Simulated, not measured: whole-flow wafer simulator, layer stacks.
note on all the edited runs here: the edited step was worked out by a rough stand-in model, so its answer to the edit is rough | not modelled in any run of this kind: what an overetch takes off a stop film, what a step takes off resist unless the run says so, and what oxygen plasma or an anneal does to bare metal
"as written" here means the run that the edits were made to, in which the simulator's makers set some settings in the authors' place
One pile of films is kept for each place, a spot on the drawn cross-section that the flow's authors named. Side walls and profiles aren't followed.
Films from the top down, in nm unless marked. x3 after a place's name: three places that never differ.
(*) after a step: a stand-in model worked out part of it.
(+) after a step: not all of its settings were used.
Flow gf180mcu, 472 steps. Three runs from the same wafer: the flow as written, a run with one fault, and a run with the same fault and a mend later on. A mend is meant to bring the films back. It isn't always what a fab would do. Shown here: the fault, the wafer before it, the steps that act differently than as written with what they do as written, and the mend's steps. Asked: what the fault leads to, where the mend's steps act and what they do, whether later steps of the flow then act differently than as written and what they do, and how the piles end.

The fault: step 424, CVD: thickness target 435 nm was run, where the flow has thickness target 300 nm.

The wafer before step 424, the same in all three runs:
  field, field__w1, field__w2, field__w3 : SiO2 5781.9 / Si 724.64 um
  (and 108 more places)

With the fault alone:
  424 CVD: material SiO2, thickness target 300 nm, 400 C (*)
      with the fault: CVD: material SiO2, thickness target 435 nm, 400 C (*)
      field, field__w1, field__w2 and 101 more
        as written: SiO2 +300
        with the fault: SiO2 +435
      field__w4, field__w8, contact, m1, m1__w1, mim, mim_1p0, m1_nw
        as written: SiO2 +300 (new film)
        with the fault: SiO2 +435 (new film)
  Later steps of the flow that act differently than as written (1 more step differs only slightly, by at most 2% or 0.5 nm, whichever is larger, and isn't shown):
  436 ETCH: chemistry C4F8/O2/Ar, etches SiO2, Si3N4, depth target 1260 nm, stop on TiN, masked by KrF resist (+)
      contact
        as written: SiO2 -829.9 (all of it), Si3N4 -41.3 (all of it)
        with the fault: SiO2 -964.9 (all of it), Si3N4 -41.3 (all of it)
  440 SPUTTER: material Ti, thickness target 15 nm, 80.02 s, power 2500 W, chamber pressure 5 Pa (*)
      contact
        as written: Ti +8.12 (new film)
        with the fault: Ti +7.52 (new film)
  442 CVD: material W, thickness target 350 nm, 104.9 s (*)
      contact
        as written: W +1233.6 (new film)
        with the fault: W +1369.6 (new film)
  At the end the piles differ from the flow's by more than 2% or 0.5 nm, whichever is larger, at field__w4, field__w8, contact and 9 more.
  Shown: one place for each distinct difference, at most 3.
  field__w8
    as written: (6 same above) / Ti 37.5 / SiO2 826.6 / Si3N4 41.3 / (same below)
    with the fault: (6 same above) / Ti 37.5 / SiO2 961.6 / Si3N4 41.3 / (same below)
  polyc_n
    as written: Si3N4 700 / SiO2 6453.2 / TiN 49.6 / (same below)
    with the fault: Si3N4 700 / SiO2 6588.2 / TiN 49.6 / (same below)
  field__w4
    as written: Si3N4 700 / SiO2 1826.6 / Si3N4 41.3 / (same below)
    with the fault: Si3N4 700 / SiO2 1961.6 / Si3N4 41.3 / (same below)

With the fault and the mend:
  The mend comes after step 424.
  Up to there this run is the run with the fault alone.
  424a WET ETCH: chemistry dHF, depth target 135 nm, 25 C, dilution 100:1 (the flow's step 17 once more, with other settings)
      field, field__w1, field__w2 and 109 more
        SiO2 -135
  No later step of the flow acts differently than as written at any place that is followed.
  At the end the piles are the same as the flow's at every place that both follow.
